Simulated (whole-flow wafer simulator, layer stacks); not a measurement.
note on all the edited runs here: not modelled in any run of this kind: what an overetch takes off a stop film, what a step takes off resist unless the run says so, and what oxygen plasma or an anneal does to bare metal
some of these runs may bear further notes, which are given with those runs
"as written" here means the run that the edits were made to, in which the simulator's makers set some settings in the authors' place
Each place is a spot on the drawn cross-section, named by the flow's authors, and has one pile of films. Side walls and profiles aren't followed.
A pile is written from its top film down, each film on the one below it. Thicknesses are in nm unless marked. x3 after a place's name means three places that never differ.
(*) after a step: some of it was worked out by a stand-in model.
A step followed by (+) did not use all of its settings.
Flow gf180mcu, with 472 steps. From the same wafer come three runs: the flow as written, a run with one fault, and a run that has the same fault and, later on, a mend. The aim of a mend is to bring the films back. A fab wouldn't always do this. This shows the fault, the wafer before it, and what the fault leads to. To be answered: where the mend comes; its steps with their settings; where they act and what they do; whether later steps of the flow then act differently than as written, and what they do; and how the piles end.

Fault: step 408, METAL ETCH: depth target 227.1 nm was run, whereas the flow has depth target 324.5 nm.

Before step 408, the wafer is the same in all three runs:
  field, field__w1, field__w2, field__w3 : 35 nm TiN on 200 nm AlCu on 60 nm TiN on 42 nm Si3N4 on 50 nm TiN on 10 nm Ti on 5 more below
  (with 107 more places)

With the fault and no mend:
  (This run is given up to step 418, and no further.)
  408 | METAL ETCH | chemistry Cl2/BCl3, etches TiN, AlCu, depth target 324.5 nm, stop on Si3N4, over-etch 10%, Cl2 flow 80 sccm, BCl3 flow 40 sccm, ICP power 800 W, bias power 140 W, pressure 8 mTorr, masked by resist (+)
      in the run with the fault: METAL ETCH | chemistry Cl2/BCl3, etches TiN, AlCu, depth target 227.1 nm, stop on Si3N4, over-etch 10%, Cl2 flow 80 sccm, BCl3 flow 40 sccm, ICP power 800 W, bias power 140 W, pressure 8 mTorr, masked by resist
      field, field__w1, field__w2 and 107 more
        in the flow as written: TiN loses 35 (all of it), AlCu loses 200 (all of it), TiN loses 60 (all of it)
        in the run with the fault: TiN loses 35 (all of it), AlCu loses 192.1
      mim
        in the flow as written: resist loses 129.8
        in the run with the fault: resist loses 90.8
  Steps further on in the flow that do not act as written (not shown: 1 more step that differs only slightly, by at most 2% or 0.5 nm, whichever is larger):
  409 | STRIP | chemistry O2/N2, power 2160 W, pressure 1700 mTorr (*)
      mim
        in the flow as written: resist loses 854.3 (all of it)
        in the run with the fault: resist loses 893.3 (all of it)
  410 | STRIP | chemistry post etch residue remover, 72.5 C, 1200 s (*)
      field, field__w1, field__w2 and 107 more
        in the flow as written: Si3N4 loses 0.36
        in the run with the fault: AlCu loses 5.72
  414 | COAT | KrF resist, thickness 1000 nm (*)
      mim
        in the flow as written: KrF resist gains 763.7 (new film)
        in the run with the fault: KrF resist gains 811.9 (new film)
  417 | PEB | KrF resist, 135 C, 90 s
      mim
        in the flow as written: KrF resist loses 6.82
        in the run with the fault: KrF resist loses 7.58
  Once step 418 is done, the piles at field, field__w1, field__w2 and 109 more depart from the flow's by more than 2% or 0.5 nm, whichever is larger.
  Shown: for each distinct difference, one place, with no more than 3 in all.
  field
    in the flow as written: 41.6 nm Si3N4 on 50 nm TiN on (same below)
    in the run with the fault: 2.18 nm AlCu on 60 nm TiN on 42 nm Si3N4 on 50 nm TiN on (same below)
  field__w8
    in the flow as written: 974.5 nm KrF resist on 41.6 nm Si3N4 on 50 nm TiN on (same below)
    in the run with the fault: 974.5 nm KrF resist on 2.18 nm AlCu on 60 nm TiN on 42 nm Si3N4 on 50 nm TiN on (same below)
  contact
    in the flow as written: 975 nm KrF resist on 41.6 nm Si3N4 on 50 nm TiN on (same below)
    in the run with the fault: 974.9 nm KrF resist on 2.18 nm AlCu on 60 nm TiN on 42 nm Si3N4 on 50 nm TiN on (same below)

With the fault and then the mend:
  After step 410 comes the mend.
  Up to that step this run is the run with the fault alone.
  410a | DEHYDRATE | 200 C, 60 s (the flow's step 401, run once more)
      does not change any film at any place that is followed
  410b | HMDS | 120 C, 60 s (the flow's step 402, run once more)
      does not change any film at any place that is followed
  410c | COAT | resist, thickness 1000 nm (*) (the flow's step 403, run once more)
      field__w8, m1__w1, iso_ptap_pw and 39 more
        resist gains 1000 (new film)
      p_well, sti, spacer, sd_n, mim_1p0, pad, dice_street
        resist gains 1000.5 (new film)
      field, ld_gate_p, ld_acc_p, ld_fp_p, ld_drift_p, ld_drn_p
        resist gains 1001.3 (new film)
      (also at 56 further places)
  410d | SOFTBAKE | resist (the flow's step 404, run once more)
      field__w2
        resist gains 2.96
      field__w3
        resist gains 3.11
      field__w5
        resist loses 0.2
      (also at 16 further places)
  410e | EXPOSE | photomask FuseTop (the flow's step 405, run once more)
      does not change any film at any place that is followed
  410f | PEB | resist, 70.3 s (the flow's step 406, run once more)
      field, field__w1, field__w5 and 95 more
        resist loses 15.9
      field__w2, field__w3, field__w12, pplus_u, ppoly_sal, nw_enc_fld_lv__w1, nw_enc_fld_lv__w4
        resist loses 16
      field__w11, field__w13, npoly_sal
        resist loses 16.2
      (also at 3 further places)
  410g | DEVELOP | thickness 1000 nm, 60 s (the flow's step 407, run once more)
      field__w8, m1__w1, iso_ptap_pw and 39 more
        resist loses 984.1 (all of it)
      p_well, sti, spacer, sd_n, mim_1p0, pad, dice_street
        resist loses 984.6 (all of it)
      field, ld_gate_p, ld_acc_p, ld_fp_p, ld_drift_p, ld_drn_p
        resist loses 985.4 (all of it)
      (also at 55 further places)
  410h | METAL ETCH | chemistry Cl2/BCl3, etches TiN, AlCu, depth target 97.4 nm, stop on Si3N4, over-etch 10%, Cl2 flow 80 sccm, BCl3 flow 40 sccm, ICP power 800 W, bias power 140 W, pressure 8 mTorr, masked by resist (+) (the flow's step 408, run once more with other settings)
      field, field__w1, field__w2 and 107 more
        AlCu loses 2.18 (all of it), TiN loses 60 (all of it)
      mim
        resist loses 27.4
  410i | STRIP | chemistry O2/N2, power 2160 W, pressure 1700 mTorr (*) (the flow's step 409, run once more)
      mim
        resist loses 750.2 (all of it)
  410j | STRIP | chemistry post etch residue remover, 72.5 C, 1200 s (*) (the flow's step 410, run once more)
      field, field__w1, field__w2 and 107 more
        Si3N4 loses 0.36
      mim
        TiN loses 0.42
  None of the later steps of the flow differs from how it acts as written, at any place that is followed, by more than 2% or 0.5 nm, whichever is larger.
  At the end the piles are close to the flow's at the places that both follow, differing by at most 2% or 0.5 nm, whichever is larger.
